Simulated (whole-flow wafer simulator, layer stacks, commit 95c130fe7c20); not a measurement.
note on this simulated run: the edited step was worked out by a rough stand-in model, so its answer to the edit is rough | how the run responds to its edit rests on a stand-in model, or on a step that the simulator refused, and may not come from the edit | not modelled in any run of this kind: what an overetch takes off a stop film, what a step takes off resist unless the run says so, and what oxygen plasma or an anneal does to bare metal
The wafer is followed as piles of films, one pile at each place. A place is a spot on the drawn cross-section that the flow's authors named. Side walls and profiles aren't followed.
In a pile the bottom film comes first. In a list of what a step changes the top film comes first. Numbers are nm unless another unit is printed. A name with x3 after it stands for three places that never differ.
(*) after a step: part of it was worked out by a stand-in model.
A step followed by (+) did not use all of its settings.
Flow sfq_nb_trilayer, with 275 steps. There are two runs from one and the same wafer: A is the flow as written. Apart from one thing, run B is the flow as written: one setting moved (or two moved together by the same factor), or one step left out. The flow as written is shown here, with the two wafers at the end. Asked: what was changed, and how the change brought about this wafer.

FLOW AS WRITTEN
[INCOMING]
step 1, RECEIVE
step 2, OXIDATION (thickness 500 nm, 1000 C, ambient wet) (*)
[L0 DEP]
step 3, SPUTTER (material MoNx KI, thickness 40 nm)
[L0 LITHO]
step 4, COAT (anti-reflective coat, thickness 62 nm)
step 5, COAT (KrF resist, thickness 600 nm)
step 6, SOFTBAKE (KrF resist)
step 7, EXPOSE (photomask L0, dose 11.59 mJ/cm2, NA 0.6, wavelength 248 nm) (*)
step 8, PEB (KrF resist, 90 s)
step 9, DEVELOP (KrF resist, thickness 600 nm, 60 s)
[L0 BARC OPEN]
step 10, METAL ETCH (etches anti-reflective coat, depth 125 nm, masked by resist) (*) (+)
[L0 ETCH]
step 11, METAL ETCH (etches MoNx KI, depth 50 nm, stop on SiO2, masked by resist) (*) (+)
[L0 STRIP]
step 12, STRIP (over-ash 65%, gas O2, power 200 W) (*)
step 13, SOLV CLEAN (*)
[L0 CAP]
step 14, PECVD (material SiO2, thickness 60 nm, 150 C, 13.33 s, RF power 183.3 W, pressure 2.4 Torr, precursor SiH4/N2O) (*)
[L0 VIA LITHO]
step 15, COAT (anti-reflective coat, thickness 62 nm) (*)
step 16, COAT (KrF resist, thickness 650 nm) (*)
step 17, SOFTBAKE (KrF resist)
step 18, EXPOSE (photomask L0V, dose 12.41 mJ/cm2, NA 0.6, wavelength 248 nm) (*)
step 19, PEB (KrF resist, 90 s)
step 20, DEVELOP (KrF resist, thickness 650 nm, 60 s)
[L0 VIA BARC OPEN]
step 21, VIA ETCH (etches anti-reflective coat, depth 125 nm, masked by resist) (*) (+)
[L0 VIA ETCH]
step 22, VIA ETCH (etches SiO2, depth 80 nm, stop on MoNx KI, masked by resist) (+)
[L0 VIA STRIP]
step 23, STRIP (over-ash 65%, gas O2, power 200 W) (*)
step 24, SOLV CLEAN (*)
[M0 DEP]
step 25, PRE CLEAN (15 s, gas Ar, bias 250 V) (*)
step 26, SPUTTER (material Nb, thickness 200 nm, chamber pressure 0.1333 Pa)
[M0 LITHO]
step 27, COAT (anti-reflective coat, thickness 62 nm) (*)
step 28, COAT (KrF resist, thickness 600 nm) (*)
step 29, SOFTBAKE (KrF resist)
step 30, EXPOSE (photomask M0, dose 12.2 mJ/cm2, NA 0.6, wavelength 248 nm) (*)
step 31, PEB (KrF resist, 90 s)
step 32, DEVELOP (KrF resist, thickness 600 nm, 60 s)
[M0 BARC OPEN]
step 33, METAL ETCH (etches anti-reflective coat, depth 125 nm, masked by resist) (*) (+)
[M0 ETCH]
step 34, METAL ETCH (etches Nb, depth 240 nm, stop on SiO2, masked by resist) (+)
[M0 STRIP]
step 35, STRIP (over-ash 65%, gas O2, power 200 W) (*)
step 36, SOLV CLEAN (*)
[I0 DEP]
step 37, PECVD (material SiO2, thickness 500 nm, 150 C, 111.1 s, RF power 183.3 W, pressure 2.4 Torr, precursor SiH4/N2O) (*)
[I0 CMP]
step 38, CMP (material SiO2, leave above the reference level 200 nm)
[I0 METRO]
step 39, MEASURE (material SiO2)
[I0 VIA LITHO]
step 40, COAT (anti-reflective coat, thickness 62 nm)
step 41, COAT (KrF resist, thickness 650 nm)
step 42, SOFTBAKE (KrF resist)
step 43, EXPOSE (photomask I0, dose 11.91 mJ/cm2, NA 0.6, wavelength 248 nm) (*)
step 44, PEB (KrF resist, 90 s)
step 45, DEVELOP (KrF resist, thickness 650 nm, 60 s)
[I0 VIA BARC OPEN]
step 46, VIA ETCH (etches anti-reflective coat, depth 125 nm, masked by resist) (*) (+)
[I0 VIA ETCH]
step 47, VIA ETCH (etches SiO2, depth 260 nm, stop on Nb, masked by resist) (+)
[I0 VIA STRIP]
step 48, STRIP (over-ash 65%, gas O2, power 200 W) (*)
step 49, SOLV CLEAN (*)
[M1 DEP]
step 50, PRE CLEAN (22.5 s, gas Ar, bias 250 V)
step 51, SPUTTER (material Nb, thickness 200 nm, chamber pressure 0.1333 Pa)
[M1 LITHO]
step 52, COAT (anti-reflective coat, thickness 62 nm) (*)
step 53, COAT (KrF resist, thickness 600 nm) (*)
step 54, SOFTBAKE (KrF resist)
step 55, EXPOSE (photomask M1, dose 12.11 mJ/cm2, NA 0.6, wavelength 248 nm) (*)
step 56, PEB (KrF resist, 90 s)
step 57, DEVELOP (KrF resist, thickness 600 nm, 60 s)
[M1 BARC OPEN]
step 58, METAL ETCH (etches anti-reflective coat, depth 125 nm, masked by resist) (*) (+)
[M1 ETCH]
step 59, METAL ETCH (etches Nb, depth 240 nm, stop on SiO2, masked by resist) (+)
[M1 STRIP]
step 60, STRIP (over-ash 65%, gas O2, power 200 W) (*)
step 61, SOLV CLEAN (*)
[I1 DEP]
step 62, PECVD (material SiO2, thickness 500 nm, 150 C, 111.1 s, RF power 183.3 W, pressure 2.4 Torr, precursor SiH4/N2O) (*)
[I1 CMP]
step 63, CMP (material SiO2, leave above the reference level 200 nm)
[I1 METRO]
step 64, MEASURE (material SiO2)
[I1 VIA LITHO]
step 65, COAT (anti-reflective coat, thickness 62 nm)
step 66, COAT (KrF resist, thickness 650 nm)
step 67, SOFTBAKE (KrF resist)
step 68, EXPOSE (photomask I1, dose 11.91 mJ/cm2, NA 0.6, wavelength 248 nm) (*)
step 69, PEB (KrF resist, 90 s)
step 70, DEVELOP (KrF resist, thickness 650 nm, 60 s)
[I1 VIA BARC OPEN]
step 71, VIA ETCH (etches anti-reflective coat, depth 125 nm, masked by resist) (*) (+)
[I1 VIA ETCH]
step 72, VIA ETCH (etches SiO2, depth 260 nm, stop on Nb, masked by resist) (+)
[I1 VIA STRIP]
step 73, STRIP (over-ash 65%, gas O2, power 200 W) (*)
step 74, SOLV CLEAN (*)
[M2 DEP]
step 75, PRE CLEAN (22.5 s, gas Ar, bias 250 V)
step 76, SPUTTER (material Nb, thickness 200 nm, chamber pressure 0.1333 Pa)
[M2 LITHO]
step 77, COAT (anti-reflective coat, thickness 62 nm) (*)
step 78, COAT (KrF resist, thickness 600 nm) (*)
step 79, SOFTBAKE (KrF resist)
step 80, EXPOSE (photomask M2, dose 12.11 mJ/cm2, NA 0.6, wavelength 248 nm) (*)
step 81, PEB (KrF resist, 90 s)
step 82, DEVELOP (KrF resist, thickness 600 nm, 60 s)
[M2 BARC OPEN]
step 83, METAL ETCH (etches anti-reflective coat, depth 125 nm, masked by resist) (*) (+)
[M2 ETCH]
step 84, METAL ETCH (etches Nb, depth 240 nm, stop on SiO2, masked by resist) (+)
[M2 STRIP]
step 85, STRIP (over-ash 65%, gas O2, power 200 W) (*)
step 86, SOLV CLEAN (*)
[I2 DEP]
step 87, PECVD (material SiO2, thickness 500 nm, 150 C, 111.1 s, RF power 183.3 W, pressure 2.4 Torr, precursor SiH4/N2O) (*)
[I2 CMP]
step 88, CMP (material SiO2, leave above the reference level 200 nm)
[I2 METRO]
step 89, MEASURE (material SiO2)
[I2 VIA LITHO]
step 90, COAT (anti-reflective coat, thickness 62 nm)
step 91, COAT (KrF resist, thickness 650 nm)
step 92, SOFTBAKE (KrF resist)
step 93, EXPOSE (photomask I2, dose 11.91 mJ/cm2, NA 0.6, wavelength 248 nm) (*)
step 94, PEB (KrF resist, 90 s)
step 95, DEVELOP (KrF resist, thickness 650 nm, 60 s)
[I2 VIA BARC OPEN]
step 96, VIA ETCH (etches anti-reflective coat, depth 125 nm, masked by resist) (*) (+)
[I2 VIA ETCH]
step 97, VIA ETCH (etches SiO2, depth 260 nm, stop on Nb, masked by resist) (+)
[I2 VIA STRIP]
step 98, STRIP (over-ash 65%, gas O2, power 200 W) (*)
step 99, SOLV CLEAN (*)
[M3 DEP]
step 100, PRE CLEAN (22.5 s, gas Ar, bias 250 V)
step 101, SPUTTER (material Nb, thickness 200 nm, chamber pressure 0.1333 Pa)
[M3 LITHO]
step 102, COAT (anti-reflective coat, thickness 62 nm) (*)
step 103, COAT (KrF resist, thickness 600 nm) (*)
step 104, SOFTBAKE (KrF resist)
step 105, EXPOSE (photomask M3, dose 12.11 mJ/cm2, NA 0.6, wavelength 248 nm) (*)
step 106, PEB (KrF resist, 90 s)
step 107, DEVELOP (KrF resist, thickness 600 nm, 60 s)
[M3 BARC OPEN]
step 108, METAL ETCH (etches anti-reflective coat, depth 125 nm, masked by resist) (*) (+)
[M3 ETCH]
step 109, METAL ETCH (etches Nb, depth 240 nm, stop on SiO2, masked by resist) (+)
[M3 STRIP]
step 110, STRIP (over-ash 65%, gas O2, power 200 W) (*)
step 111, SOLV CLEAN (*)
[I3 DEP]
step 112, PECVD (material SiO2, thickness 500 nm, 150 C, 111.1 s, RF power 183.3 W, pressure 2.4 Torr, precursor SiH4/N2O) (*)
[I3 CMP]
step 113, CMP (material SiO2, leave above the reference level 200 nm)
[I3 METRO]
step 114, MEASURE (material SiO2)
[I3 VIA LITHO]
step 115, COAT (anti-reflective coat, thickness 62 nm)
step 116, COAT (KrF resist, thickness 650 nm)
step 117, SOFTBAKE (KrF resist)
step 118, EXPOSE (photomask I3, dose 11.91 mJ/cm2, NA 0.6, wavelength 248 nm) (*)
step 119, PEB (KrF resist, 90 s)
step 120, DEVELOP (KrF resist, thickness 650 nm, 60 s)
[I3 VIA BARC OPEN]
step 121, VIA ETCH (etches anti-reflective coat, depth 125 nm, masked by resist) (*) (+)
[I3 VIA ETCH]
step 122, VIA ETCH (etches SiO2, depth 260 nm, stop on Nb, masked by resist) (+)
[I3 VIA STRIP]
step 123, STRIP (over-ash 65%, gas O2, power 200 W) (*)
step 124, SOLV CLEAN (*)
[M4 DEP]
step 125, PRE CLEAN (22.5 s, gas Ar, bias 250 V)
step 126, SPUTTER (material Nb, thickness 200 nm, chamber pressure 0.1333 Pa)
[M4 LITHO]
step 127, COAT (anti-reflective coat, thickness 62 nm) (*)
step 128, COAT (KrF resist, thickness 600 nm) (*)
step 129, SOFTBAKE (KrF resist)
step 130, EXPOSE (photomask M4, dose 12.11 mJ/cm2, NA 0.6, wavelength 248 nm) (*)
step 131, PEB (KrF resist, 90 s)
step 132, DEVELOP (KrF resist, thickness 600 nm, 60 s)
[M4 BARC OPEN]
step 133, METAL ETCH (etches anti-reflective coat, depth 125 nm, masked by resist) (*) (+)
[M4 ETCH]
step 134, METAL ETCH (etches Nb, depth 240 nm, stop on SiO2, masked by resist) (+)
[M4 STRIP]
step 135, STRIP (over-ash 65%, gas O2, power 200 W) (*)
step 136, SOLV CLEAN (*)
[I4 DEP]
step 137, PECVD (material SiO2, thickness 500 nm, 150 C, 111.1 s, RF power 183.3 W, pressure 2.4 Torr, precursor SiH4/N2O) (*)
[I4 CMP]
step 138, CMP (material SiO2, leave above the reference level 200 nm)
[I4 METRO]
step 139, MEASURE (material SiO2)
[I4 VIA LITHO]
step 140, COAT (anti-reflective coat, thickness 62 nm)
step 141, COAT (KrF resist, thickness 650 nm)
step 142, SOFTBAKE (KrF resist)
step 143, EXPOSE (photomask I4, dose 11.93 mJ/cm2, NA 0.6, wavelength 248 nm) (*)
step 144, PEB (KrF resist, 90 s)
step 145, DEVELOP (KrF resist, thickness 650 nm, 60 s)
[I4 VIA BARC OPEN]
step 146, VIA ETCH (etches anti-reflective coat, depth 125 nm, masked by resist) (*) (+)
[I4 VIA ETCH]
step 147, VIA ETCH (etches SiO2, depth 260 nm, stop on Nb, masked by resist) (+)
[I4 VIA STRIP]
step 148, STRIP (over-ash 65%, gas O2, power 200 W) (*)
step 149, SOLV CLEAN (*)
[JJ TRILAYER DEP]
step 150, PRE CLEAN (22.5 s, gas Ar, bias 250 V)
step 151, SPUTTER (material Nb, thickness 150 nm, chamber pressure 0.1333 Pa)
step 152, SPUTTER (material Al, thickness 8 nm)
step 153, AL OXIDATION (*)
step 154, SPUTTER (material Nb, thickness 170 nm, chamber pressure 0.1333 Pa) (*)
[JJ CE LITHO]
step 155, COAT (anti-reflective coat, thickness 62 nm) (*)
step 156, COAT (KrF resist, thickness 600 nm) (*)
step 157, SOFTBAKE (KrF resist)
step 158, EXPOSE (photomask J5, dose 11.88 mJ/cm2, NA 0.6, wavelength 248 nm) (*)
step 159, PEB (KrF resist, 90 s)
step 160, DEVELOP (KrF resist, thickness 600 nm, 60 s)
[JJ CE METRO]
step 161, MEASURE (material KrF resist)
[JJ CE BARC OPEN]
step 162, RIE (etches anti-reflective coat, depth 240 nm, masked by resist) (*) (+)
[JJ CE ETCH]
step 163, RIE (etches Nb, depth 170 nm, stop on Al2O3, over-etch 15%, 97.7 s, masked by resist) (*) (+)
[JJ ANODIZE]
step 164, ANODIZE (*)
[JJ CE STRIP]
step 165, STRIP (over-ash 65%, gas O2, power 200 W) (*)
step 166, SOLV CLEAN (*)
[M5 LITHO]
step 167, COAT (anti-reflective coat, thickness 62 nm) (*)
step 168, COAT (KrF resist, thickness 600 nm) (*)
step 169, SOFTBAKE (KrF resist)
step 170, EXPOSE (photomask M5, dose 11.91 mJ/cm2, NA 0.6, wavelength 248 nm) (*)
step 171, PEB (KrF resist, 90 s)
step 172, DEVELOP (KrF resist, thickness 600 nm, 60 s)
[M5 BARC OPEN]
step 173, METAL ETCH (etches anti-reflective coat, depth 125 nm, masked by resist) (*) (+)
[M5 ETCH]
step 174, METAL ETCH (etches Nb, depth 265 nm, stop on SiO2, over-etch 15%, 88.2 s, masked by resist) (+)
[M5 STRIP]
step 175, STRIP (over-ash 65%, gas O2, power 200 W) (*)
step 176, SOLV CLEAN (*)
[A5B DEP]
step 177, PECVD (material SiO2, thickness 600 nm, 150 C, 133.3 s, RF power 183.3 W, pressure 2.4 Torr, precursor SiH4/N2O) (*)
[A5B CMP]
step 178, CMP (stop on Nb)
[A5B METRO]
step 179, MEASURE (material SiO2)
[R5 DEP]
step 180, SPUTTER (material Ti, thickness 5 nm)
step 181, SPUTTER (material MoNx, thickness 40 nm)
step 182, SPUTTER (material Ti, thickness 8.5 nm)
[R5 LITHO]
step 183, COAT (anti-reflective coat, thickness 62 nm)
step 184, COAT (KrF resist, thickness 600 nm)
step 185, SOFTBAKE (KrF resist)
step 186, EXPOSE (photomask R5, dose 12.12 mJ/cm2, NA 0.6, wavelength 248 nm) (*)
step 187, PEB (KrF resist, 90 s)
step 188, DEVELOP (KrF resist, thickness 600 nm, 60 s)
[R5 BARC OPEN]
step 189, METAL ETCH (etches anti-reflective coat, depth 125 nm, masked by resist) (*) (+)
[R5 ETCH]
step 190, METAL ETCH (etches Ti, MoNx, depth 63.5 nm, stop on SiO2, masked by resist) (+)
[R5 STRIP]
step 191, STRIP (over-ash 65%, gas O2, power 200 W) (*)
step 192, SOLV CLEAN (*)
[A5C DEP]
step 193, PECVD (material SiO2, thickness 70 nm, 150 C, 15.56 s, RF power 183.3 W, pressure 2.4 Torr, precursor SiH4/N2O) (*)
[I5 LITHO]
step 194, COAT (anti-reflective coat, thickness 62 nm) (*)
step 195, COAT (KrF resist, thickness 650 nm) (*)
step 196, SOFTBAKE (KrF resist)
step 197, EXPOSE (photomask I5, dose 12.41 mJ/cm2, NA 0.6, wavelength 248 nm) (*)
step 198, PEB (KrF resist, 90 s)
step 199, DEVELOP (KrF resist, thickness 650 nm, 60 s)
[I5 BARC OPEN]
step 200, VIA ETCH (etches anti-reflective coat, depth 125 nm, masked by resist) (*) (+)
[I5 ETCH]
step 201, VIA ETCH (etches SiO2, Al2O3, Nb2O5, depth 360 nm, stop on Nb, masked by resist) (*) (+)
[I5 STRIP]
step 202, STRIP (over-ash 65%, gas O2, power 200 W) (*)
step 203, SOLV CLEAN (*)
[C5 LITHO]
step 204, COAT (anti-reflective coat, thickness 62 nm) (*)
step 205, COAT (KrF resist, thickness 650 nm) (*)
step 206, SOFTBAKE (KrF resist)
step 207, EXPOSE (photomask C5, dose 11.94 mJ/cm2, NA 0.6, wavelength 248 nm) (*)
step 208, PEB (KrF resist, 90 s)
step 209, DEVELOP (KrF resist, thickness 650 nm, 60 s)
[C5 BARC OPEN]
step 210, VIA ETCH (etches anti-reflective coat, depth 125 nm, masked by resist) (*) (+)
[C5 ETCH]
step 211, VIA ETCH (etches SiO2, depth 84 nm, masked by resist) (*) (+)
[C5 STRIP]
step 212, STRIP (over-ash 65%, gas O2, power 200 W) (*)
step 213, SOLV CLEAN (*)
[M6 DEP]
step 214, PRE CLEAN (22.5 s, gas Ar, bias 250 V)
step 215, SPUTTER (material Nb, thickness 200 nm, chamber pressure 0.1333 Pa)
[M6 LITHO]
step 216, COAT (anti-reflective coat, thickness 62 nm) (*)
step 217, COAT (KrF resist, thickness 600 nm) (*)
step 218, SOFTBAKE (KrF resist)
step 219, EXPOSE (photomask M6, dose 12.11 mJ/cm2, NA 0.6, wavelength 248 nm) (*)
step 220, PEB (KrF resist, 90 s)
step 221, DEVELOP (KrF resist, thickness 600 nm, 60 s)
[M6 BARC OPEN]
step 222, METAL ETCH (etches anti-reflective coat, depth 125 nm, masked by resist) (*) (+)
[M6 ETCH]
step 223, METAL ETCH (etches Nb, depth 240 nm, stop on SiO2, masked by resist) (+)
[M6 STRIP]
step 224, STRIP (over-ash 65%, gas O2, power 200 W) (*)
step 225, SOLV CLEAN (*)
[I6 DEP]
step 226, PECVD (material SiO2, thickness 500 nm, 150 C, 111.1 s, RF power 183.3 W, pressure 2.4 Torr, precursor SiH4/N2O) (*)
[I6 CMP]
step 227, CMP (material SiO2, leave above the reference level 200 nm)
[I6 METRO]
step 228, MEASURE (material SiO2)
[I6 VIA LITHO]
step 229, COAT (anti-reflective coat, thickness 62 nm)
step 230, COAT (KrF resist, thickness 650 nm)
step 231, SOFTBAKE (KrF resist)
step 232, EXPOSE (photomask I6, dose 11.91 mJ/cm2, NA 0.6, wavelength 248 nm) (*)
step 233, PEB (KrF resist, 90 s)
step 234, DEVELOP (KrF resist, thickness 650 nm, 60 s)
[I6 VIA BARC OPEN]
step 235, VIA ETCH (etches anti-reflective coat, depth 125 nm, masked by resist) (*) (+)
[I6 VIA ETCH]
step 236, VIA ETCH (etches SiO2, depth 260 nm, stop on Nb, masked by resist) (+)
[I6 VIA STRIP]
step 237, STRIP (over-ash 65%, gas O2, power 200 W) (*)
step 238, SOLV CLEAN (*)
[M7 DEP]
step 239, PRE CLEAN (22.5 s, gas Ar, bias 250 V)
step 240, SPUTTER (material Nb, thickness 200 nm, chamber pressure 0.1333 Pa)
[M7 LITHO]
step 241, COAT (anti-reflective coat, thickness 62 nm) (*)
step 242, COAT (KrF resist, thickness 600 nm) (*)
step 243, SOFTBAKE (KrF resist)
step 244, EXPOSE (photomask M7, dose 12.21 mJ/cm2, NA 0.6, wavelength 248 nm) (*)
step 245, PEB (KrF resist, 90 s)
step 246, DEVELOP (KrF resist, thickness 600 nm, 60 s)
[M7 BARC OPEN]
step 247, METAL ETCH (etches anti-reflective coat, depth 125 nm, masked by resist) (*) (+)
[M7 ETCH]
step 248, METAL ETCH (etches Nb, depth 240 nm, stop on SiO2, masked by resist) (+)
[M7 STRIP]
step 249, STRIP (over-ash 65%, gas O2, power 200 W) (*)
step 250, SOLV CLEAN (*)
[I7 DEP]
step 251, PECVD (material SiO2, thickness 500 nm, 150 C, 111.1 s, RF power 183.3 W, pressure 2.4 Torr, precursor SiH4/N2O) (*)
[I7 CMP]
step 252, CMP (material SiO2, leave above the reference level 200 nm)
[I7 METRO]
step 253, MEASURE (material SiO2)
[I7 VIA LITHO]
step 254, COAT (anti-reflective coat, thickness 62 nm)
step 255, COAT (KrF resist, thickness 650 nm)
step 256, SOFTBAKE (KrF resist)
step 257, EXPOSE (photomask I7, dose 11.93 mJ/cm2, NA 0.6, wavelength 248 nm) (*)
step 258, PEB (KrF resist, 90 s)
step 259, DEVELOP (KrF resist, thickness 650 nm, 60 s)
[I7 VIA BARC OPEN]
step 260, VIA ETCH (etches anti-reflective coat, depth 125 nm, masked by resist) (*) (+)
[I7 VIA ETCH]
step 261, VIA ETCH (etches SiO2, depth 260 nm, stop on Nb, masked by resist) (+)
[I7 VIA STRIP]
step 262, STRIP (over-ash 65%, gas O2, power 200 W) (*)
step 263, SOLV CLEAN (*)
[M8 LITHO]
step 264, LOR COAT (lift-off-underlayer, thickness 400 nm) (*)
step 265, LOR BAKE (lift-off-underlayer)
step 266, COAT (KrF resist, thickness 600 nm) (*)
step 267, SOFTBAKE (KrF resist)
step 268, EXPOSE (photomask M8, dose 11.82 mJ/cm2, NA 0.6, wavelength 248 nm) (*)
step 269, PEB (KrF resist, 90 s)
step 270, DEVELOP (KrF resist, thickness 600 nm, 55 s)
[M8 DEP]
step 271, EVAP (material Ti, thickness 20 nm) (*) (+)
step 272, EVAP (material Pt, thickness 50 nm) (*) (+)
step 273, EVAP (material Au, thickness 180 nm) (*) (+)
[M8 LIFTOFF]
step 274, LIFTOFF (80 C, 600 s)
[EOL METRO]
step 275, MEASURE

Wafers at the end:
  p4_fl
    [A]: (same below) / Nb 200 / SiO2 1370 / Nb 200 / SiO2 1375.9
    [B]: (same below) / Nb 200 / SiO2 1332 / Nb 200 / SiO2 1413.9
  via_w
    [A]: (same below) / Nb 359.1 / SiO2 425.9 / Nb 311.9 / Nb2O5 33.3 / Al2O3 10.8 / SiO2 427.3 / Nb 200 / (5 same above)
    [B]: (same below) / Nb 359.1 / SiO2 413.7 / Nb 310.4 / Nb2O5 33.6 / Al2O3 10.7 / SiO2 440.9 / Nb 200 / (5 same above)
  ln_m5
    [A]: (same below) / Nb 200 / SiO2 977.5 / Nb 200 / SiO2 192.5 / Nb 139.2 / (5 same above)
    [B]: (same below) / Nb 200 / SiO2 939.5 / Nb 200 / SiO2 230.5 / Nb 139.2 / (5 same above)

Cause: step 112, PECVD: thickness 362 nm was run, while the flow as written has thickness 500 nm; step 112, PECVD: 80.56 s was run, where the flow has 111.1 s.

The path from the change to this, step by step:
  step 112, PECVD (material SiO2, thickness 500 nm, 150 C, 111.1 s, RF power 183.3 W, pressure 2.4 Torr, precursor SiH4/N2O) (*)
      field_l, be, be_sur and 64 more: A +500 SiO2 | B +362 SiO2
      v_sur, via_wl, via_wr and 27 more: A +500 SiO2 (new film) | B +362 SiO2 (new film)
      (as well as at 9 more places)
  step 113, CMP (material SiO2, leave above the reference level 200 nm)
      field_l, be, be_sur and 64 more: A -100 SiO2 | B nothing
      p4_g1, p4_g2, p3_s0, p3_s1, p3_s2, p3_s3, p3_s4, p3_s5: A -157.1 SiO2 | B nothing
      (as well as at 31 more places)
  step 115, COAT (anti-reflective coat, thickness 62 nm)
      p4_w1, p4_w2, p3_l5, p3_l6: A +62 anti-reflective coat (new film) | B +54.6 anti-reflective coat (new film)
      p3_s0, p3_s1, p3_s2, p3_s3: A +62 anti-reflective coat (new film) | B +75.8 anti-reflective coat (new film)
      (as well as at 56 more places)
  step 116, COAT (KrF resist, thickness 650 nm)
      v_sur: A +650 KrF resist (new film) | B +636.4 KrF resist (new film)
      via_wl: A +650 KrF resist (new film) | B +636.5 KrF resist (new film)
      (as well as at 6 more places)
  step 120, DEVELOP (KrF resist, thickness 650 nm, 60 s)
      via_v: A -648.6 KrF resist (all of it) | B -635.3 KrF resist (all of it)
  step 121, VIA ETCH (etches anti-reflective coat, depth 125 nm, masked by resist) (*) (+)
      field_l, v_sur, via_wl and 102 more: A -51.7 KrF resist | B -49.2 KrF resist
      via_v: A -62 anti-reflective coat (all of it), -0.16 SiO2 | B -59 anti-reflective coat (all of it), -0.15 SiO2
  step 123, STRIP (over-ash 65%, gas O2, power 200 W) (*)
      m0r_space_l, m6r_space_l, m7r_space_l: A -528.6 KrF resist (all of it), -62 anti-reflective coat (all of it) | B -535.2 KrF resist (all of it), -67.4 anti-reflective coat (all of it)
      m0r_space_r, m6r_space_r, m7r_space_r: A -528.6 KrF resist (all of it), -62 anti-reflective coat (all of it) | B -535.1 KrF resist (all of it), -67.5 anti-reflective coat (all of it)
      (as well as at 57 more places)
  step 127, COAT (anti-reflective coat, thickness 62 nm) (*)
      p3_s0, p3_s1, p3_s2, p3_s3, p3_s4: A +62 anti-reflective coat (new film) | B +72.1 anti-reflective coat (new film)
      p3_fr, m0r_space_l, r5r_line_c, m6r_space_l, m7r_space_l: A +62 anti-reflective coat (new film) | B +66.7 anti-reflective coat (new film)
      (as well as at 54 more places)
  step 128, COAT (KrF resist, thickness 600 nm) (*)
      v_sur: A +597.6 KrF resist (new film) | B +584.3 KrF resist (new film)
      via_wl: A +597 KrF resist (new film) | B +583.1 KrF resist (new film)
      (as well as at 8 more places)
  step 132, DEVELOP (KrF resist, thickness 600 nm, 60 s)
      wl_d_sl: A -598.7 KrF resist (all of it) | B -611.3 KrF resist (all of it)
      wl_d_m1: A -598.7 KrF resist (all of it) | B -612.3 KrF resist (all of it)
      (as well as at 1 more place)
  step 133, METAL ETCH (etches anti-reflective coat, depth 125 nm, masked by resist) (*) (+)
      v_sur, via_wl, via_w and 36 more: A -51.7 KrF resist | B -53.5 KrF resist
      p3_s0, p3_s1, p3_s2, p3_s3, p3_s4: A -62 anti-reflective coat (all of it) | B -72.1 anti-reflective coat (all of it)
      (as well as at 32 more places)
  step 135, STRIP (over-ash 65%, gas O2, power 200 W) (*)
      p3_l3, p3_l4: A -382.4 KrF resist (all of it), -62 anti-reflective coat (all of it) | B -369.6 KrF resist (all of it), -53 anti-reflective coat (all of it)
      v_sur: A -379.9 KrF resist (all of it), -61.4 anti-reflective coat (all of it) | B -364.9 KrF resist (all of it), -52.8 anti-reflective coat (all of it)
      (as well as at 24 more places)
  step 137, PECVD (material SiO2, thickness 500 nm, 150 C, 111.1 s, RF power 183.3 W, pressure 2.4 Torr, precursor SiH4/N2O) (*)
      p3_s0, p3_s1, p3_s2, p3_s3, p3_s4, p3_s5: A +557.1 SiO2 | B +595.1 SiO2
  step 138, CMP (material SiO2, leave above the reference level 200 nm)
      field_l, be, be_sur and 55 more: A -100 SiO2 | B -62 SiO2
      ln_m5, lsp_m, ln_m6, p4_fl, p4_fm, p4_g1, p4_g2, p4_fr: A -300 SiO2 | B -262 SiO2
      (as well as at 4 more places)
  step 147, VIA ETCH (etches SiO2, depth 260 nm, stop on Nb, masked by resist) (+)
      via_w: A -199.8 SiO2 (all of it) | B -212.1 SiO2 (all of it)
  step 155, COAT (anti-reflective coat, thickness 62 nm) (*)
      via_wl, via_wr: A +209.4 anti-reflective coat (new film) | B +164.2 anti-reflective coat (new film)
      via_w: A +97.4 anti-reflective coat (new film) | B +83.5 anti-reflective coat (new film)
  ... another 6 steps ...
  step 178, CMP (stop on Nb)
      via_w: A -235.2 SiO2 | B -226.5 SiO2
